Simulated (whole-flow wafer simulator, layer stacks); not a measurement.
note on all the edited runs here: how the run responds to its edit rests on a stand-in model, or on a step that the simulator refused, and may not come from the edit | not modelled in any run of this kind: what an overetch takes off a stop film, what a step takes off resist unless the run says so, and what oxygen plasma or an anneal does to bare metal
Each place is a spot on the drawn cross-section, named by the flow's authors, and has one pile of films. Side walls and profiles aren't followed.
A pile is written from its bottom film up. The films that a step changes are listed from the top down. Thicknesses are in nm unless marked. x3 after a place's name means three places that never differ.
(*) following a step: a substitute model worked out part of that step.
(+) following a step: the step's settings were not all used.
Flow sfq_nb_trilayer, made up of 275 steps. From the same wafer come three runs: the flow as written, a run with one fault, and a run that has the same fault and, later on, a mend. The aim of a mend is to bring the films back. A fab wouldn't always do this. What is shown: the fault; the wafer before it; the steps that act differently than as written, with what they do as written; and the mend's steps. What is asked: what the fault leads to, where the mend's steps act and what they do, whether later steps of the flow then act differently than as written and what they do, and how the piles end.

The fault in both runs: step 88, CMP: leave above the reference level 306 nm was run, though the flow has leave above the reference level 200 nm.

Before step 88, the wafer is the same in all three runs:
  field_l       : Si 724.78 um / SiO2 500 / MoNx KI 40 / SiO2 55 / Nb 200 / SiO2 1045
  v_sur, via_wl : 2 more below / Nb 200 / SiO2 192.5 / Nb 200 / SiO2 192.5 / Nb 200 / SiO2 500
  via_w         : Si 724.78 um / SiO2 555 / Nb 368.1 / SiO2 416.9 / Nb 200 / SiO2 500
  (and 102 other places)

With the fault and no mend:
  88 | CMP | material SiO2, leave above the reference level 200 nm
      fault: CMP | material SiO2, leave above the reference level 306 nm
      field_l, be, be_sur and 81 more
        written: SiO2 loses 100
        fault: nothing
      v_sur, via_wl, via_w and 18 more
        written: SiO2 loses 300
        fault: SiO2 loses 194
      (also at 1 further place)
  Steps further on in the flow that do not act as written (6 other steps are not shown; they differ only slightly, by no more than 2% or 0.5 nm, whichever is larger):
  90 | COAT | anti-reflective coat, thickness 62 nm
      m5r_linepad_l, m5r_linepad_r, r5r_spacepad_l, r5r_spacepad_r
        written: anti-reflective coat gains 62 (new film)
        fault: anti-reflective coat gains 64.5 (new film)
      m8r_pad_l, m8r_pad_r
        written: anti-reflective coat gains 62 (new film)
        fault: anti-reflective coat gains 63.7 (new film)
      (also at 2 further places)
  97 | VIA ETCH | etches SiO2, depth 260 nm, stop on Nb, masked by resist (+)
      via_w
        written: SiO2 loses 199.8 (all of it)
        fault: SiO2 loses 260
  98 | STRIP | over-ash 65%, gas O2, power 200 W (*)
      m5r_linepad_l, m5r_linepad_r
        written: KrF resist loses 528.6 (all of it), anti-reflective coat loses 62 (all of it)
        fault: KrF resist loses 527.9 (all of it), anti-reflective coat loses 64.5 (all of it)
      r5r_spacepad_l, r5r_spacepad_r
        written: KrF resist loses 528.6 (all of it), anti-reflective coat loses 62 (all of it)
        fault: KrF resist loses 528.1 (all of it), anti-reflective coat loses 64.5 (all of it)
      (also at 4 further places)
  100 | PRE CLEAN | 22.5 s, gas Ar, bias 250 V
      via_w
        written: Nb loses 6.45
        fault: SiO2 loses 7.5
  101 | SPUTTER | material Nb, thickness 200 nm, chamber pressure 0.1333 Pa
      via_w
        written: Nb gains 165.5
        fault: Nb gains 152.6 (new film)
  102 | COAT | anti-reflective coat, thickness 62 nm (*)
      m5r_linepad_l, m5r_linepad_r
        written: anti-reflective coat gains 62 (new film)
        fault: anti-reflective coat gains 64.2 (new film)
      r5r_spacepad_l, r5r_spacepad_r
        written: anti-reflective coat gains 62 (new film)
        fault: anti-reflective coat gains 64.3 (new film)
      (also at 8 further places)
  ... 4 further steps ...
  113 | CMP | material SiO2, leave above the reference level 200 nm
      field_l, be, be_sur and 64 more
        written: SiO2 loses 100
        fault: SiO2 loses 94
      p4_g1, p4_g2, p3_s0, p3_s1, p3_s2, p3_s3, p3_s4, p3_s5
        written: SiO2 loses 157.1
        fault: SiO2 loses 151.1
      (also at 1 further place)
  By the end, the piles at field_l, v_sur, via_wl and 103 more depart from the flow's by more than 2% or 0.5 nm, whichever is larger.
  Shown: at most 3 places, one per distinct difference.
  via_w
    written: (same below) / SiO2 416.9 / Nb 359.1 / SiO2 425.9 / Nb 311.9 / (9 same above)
    fault: (same below) / SiO2 416.9 / Nb 200 / SiO2 38.3 / Nb 152.6 / SiO2 500.1 / Nb 311.9 / (9 same above)
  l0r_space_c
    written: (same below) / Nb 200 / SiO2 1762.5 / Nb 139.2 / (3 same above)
    fault: (same below) / Nb 200 / SiO2 1868.5 / Nb 139.2 / (3 same above)
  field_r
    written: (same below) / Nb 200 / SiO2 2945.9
    fault: (same below) / Nb 200 / SiO2 3051.9

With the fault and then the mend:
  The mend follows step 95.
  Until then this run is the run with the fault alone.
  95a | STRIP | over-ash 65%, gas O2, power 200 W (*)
      res, r_end, moat and 6 more
        KrF resist loses 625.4 (all of it), anti-reflective coat loses 62 (all of it)
      p3_s2, p3_l3, p3_s3, p3_l4, p3_s4, p3_l5, p3_s5
        KrF resist loses 625.3 (all of it), anti-reflective coat loses 62.1 (all of it)
      ce_l, c5j, ce_r, sp_r, p3_s1, l0r_line_r
        KrF resist loses 625.5 (all of it), anti-reflective coat loses 62.1 (all of it)
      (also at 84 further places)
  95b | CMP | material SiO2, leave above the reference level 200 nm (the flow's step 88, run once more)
      field_l, be, be_sur and 81 more
        SiO2 loses 100
      v_sur, via_wl, via_w and 19 more
        SiO2 loses 106
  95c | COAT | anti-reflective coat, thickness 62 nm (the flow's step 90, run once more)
      field_l, v_sur, via_wl and 103 more
        anti-reflective coat gains 62 (new film)
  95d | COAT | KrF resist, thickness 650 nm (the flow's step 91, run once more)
      field_l, v_sur, via_wl and 103 more
        KrF resist gains 650 (new film)
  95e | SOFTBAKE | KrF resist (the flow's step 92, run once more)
      does not change any film at any place that is followed
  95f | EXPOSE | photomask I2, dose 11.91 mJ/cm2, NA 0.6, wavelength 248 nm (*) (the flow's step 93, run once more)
      does not change any film at any place that is followed
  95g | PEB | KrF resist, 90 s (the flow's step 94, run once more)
      field_l, v_sur, via_wl and 103 more
        KrF resist loses 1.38
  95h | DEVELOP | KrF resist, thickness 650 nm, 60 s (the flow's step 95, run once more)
      field_l, v_sur, via_wl and 102 more
        KrF resist loses 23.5
      via_w
        KrF resist loses 648.6 (all of it)
  Later steps of the flow that are run all act as written at every place that is followed.
  By the end, the piles equal the flow's at every place that both follow.
